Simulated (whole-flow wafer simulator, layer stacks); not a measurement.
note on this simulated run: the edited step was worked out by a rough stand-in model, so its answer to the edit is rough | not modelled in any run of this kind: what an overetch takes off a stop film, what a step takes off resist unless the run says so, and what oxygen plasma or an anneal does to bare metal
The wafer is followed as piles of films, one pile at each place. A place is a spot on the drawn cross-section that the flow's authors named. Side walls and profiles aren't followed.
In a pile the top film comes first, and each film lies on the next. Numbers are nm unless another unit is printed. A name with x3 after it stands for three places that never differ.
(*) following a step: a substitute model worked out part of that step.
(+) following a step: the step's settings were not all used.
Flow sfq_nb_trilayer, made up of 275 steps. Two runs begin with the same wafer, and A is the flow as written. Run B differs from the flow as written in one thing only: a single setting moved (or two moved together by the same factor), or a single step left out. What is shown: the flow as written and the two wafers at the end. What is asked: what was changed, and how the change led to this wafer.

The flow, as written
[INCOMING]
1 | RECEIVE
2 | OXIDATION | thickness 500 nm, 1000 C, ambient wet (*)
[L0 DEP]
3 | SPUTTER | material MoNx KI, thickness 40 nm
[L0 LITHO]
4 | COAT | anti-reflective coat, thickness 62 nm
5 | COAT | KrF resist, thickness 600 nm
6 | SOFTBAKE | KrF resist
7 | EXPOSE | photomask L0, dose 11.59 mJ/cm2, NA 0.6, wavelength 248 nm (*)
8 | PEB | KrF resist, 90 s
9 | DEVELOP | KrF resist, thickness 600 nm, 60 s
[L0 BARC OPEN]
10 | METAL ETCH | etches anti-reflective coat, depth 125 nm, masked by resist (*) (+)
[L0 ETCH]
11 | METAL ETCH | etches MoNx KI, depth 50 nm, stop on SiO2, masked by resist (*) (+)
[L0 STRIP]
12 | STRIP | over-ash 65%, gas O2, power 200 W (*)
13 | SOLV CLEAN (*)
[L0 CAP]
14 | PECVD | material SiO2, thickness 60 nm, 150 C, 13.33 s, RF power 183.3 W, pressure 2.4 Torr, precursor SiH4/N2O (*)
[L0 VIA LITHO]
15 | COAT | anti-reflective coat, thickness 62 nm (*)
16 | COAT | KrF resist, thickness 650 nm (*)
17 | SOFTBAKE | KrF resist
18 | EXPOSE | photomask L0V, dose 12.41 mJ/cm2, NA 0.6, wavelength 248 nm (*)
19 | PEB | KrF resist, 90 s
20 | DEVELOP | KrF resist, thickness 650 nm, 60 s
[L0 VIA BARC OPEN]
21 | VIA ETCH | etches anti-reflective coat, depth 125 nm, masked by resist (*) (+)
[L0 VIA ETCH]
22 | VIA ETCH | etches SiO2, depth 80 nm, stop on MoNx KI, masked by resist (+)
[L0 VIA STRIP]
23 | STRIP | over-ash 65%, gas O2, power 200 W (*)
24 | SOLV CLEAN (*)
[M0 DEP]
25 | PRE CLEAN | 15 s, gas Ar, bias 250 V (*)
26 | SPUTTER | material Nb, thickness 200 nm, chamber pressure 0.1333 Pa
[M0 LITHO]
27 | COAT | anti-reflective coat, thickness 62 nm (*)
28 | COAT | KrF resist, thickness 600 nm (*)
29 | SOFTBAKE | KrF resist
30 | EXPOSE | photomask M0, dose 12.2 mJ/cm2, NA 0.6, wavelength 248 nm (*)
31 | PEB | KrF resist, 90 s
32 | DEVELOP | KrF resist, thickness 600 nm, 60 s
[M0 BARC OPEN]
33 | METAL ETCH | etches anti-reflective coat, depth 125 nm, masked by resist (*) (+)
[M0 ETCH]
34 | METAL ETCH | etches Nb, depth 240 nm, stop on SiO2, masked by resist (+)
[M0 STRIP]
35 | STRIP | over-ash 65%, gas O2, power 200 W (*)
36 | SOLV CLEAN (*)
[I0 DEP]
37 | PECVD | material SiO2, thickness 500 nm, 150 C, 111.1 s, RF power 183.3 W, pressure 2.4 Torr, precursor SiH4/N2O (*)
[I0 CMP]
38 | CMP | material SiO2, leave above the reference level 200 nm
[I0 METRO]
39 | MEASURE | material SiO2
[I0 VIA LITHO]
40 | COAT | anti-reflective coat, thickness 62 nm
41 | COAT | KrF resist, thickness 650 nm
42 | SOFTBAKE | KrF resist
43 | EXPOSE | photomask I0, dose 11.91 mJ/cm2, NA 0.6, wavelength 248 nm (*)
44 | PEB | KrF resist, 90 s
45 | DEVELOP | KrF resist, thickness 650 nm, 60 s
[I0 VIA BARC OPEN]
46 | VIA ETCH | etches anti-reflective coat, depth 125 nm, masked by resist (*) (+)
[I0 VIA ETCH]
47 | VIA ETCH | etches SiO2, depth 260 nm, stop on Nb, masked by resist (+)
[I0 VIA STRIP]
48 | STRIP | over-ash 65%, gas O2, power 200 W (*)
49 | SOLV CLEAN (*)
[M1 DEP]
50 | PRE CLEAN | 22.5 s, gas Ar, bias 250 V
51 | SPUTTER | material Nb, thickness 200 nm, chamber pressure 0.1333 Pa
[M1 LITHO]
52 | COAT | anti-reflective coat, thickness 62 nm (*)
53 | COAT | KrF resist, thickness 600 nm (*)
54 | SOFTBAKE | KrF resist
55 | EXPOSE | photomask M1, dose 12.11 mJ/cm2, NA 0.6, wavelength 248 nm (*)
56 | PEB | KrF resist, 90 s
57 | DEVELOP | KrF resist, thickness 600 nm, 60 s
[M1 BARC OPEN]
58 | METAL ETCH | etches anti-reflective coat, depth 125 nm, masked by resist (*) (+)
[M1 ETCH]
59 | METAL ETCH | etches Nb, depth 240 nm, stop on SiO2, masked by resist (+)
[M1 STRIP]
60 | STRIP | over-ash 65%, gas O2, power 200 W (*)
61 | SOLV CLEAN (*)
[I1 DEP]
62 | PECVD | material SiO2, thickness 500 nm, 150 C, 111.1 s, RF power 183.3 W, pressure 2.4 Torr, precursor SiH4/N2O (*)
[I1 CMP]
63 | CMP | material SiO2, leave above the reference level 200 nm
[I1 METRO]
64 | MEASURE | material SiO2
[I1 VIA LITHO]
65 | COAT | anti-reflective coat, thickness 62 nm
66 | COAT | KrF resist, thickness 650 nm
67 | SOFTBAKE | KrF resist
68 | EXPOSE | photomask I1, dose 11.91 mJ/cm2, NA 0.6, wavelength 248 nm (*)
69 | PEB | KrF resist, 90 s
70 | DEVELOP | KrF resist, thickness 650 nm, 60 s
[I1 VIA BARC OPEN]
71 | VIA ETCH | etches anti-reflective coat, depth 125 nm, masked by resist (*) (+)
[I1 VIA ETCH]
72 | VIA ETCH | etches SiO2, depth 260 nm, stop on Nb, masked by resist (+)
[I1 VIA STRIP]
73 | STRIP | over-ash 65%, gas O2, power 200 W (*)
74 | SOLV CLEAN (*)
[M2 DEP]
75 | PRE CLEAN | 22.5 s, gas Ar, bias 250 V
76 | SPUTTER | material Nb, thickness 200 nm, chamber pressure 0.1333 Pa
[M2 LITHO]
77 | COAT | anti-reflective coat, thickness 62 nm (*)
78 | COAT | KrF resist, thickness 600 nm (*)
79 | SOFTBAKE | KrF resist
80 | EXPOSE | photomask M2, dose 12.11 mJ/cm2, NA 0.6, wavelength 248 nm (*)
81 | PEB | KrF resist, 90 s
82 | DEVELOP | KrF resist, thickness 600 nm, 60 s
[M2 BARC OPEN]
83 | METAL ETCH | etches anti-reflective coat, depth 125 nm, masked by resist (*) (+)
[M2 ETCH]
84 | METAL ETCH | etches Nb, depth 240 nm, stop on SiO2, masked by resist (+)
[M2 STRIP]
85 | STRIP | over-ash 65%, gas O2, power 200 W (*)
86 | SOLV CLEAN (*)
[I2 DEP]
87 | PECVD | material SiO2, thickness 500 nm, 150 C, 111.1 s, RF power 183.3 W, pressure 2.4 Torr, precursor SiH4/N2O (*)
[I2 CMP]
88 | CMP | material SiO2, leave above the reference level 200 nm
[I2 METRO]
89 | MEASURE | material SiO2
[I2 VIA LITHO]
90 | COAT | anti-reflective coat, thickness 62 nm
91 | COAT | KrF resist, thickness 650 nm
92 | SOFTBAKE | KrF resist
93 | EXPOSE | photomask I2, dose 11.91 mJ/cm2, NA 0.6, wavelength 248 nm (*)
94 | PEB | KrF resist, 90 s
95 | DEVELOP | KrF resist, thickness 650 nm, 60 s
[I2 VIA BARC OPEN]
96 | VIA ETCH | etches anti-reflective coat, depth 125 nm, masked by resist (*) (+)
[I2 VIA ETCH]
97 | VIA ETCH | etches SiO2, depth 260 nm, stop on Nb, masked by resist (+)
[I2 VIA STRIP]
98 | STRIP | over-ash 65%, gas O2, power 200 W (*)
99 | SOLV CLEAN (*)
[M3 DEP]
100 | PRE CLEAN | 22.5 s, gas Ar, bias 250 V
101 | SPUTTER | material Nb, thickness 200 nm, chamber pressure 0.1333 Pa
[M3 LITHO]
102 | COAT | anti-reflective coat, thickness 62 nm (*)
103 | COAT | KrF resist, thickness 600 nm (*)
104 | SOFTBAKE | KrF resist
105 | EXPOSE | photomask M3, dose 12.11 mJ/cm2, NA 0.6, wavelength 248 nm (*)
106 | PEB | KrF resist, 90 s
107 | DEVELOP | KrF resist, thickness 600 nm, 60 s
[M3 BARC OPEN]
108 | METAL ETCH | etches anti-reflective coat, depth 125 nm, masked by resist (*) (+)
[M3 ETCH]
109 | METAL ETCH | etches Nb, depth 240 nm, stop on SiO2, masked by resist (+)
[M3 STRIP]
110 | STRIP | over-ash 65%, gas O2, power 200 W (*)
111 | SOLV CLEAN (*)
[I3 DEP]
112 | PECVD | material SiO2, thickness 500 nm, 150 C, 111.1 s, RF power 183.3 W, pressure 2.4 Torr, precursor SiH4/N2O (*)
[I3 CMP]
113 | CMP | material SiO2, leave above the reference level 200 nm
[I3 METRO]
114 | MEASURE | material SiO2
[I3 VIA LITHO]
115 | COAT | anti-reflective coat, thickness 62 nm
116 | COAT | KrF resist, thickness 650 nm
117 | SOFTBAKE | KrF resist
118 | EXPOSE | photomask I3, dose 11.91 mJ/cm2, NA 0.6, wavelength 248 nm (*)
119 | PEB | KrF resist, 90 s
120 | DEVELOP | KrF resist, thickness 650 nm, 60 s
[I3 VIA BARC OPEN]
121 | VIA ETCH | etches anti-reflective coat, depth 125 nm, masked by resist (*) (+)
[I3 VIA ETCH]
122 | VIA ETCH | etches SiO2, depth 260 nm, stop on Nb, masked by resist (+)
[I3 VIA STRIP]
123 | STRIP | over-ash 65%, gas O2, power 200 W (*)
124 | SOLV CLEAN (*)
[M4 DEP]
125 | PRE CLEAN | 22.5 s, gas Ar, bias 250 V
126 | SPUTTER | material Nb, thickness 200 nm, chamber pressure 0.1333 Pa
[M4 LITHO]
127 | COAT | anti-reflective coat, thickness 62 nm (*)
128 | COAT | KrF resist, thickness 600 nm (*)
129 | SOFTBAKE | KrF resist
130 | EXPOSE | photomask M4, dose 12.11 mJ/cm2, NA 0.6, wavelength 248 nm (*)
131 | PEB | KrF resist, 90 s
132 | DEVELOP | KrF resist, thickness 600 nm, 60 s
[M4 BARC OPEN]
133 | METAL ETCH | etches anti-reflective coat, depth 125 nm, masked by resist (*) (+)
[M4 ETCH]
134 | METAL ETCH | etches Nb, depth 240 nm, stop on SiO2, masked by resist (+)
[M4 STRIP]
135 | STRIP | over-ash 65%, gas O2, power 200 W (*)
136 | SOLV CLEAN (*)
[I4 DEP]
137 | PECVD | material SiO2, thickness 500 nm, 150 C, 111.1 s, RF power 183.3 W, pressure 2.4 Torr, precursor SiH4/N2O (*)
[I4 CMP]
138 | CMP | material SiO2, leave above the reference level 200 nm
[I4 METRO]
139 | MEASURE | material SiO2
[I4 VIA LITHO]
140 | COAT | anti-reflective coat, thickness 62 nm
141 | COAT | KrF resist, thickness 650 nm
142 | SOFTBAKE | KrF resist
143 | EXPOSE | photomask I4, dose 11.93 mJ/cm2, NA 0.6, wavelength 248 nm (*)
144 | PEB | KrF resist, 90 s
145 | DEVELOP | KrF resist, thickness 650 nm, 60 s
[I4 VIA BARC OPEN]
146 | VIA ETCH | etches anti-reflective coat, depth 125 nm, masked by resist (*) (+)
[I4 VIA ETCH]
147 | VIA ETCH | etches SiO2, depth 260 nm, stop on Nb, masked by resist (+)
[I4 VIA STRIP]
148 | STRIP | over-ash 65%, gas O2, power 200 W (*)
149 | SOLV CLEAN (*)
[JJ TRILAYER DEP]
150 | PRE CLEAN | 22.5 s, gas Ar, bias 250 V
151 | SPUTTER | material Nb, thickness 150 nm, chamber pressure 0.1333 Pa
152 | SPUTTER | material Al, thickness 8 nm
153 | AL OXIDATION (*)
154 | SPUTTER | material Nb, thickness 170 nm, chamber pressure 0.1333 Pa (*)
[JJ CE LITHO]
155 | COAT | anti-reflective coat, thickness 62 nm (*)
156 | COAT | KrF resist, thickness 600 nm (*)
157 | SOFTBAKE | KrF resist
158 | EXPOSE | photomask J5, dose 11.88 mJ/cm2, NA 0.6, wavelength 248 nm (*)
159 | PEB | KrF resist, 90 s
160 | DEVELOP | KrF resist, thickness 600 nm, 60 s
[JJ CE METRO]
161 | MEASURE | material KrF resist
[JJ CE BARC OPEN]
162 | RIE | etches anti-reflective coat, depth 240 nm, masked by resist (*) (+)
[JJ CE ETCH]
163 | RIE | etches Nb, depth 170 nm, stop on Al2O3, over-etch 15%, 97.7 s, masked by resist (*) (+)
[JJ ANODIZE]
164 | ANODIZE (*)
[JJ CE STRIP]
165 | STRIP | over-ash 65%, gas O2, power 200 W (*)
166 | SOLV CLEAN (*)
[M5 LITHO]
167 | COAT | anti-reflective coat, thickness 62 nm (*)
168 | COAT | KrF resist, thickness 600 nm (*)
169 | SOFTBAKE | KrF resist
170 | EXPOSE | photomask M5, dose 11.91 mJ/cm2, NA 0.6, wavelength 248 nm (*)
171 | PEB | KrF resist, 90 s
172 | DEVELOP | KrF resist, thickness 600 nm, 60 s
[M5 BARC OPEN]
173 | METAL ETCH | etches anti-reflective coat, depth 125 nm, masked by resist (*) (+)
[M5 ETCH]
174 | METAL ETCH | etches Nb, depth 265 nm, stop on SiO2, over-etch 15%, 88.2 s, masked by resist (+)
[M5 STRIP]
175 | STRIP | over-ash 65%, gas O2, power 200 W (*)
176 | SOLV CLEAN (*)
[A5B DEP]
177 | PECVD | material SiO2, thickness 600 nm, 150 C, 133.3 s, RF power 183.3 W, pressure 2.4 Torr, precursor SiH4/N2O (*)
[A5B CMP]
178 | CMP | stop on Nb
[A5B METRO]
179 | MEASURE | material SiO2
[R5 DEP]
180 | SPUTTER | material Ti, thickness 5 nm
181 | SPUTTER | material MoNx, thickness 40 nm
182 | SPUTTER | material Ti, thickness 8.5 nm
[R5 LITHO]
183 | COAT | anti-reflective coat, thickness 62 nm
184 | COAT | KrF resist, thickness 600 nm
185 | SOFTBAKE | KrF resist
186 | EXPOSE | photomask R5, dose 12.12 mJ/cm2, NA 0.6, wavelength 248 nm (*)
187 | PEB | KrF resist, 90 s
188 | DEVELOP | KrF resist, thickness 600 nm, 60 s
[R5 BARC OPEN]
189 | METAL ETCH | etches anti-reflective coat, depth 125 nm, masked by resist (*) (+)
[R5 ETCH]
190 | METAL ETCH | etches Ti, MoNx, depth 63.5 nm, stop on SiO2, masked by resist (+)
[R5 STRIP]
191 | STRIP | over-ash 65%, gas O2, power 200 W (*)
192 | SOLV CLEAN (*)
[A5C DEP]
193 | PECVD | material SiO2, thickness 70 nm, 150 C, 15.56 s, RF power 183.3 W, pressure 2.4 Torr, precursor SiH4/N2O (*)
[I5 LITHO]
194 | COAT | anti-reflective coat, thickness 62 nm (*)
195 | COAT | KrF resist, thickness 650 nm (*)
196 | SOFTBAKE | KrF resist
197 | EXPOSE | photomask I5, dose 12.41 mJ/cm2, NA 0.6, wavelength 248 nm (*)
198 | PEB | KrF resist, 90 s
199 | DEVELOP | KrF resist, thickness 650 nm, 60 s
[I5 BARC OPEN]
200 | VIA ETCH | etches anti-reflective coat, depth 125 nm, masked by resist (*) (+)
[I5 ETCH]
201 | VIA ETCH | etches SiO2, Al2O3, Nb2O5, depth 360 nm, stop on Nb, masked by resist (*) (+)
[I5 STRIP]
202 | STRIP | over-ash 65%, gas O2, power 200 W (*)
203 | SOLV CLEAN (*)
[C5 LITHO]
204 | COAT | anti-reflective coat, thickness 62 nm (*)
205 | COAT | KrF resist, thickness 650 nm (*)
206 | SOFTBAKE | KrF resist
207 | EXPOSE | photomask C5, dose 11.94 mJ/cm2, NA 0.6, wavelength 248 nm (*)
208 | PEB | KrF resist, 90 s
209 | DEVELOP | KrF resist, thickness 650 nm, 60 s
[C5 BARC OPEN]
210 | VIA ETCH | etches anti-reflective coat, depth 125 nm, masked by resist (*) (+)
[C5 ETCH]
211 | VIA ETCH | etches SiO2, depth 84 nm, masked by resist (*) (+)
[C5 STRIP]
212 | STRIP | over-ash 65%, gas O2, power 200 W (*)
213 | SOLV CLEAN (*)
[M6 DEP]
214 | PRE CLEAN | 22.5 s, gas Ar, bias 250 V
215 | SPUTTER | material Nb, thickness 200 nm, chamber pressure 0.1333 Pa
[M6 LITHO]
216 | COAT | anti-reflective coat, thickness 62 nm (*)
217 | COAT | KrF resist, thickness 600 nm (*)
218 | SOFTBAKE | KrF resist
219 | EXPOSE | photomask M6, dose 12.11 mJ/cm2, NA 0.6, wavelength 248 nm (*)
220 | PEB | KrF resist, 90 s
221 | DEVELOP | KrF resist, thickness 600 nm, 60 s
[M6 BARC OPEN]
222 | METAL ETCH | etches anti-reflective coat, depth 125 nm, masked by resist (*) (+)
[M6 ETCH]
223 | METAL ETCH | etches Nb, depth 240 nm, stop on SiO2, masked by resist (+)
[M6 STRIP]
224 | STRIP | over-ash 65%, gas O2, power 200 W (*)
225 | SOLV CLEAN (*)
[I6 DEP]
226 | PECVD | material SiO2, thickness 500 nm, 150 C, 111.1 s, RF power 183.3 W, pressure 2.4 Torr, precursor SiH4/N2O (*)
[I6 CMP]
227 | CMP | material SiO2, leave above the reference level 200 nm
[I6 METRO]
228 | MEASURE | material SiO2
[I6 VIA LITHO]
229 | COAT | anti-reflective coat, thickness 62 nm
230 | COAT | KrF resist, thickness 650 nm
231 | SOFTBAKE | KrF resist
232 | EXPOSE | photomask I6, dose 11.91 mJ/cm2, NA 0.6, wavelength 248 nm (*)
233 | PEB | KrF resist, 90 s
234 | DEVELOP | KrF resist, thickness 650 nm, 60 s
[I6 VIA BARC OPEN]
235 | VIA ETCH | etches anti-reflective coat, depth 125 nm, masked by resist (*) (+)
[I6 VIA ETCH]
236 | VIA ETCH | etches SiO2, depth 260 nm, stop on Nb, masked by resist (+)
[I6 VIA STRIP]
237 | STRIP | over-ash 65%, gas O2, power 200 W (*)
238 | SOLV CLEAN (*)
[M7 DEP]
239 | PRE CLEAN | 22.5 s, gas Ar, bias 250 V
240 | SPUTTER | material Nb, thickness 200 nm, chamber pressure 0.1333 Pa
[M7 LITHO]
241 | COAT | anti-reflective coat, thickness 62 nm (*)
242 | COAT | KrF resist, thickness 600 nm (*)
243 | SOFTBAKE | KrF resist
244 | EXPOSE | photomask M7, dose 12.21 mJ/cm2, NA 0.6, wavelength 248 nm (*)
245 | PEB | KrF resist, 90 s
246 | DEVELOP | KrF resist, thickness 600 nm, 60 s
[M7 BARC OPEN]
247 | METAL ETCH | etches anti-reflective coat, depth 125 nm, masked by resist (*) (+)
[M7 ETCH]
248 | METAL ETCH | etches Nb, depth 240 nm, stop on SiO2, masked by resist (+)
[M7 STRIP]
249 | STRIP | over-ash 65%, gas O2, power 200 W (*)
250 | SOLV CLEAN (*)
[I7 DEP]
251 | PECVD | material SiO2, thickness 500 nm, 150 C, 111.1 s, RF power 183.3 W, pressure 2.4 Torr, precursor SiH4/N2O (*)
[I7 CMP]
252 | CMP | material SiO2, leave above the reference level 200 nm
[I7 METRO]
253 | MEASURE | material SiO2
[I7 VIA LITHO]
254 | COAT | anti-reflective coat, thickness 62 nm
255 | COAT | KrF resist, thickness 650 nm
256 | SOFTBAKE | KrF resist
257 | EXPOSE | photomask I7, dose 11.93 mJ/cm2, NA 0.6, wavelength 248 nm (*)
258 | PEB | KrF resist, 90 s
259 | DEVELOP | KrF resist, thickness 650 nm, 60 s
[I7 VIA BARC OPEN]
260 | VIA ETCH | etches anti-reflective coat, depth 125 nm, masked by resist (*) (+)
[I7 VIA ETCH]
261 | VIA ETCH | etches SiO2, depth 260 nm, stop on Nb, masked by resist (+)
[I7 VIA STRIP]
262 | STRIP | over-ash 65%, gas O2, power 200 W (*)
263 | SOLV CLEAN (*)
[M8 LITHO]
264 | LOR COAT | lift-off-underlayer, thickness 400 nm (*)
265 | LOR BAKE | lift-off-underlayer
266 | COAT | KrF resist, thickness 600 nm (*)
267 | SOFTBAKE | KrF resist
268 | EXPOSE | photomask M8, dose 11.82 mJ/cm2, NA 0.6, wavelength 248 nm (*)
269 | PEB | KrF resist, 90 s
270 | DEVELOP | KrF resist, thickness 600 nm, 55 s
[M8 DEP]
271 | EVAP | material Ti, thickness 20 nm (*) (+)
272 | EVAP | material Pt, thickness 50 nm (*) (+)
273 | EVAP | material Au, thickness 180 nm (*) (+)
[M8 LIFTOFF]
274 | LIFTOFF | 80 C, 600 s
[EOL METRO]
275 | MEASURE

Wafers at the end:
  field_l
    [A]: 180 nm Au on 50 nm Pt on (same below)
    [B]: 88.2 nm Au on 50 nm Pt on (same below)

What caused this: step 273, EVAP: thickness 88.2 nm was run, whereas the flow has thickness 180 nm.
One can read it off the wafer: field_l has Au 88.2, and step 273 as written asks for 180 nm.

Step by step, how the change led to this:
  273 | EVAP | material Au, thickness 180 nm (*) (+)
      field_l, v_sur, via_wl and 103 more: A +180 Au (new film) | B +88.2 Au (new film)
  274 | LIFTOFF | 80 C, 600 s
      p4_fl, p4_fm, p4_w1 and 71 more: A -180 Au (all of it), -50 Pt (all of it), -20 Ti (all of it), -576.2 KrF resist (all of it), -400 lift-off-underlayer (all of it) | B -88.2 Au (all of it), -50 Pt (all of it), -20 Ti (all of it), -576.2 KrF resist (all of it), -400 lift-off-underlayer (all of it)
      c5j, ce_r: A -180 Au (all of it), -50 Pt (all of it), -20 Ti (all of it), -573.3 KrF resist (all of it), -399.3 lift-off-underlayer (all of it) | B -88.2 Au (all of it), -50 Pt (all of it), -20 Ti (all of it), -573.3 KrF resist (all of it), -399.3 lift-off-underlayer (all of it)
      (also at 19 further places)
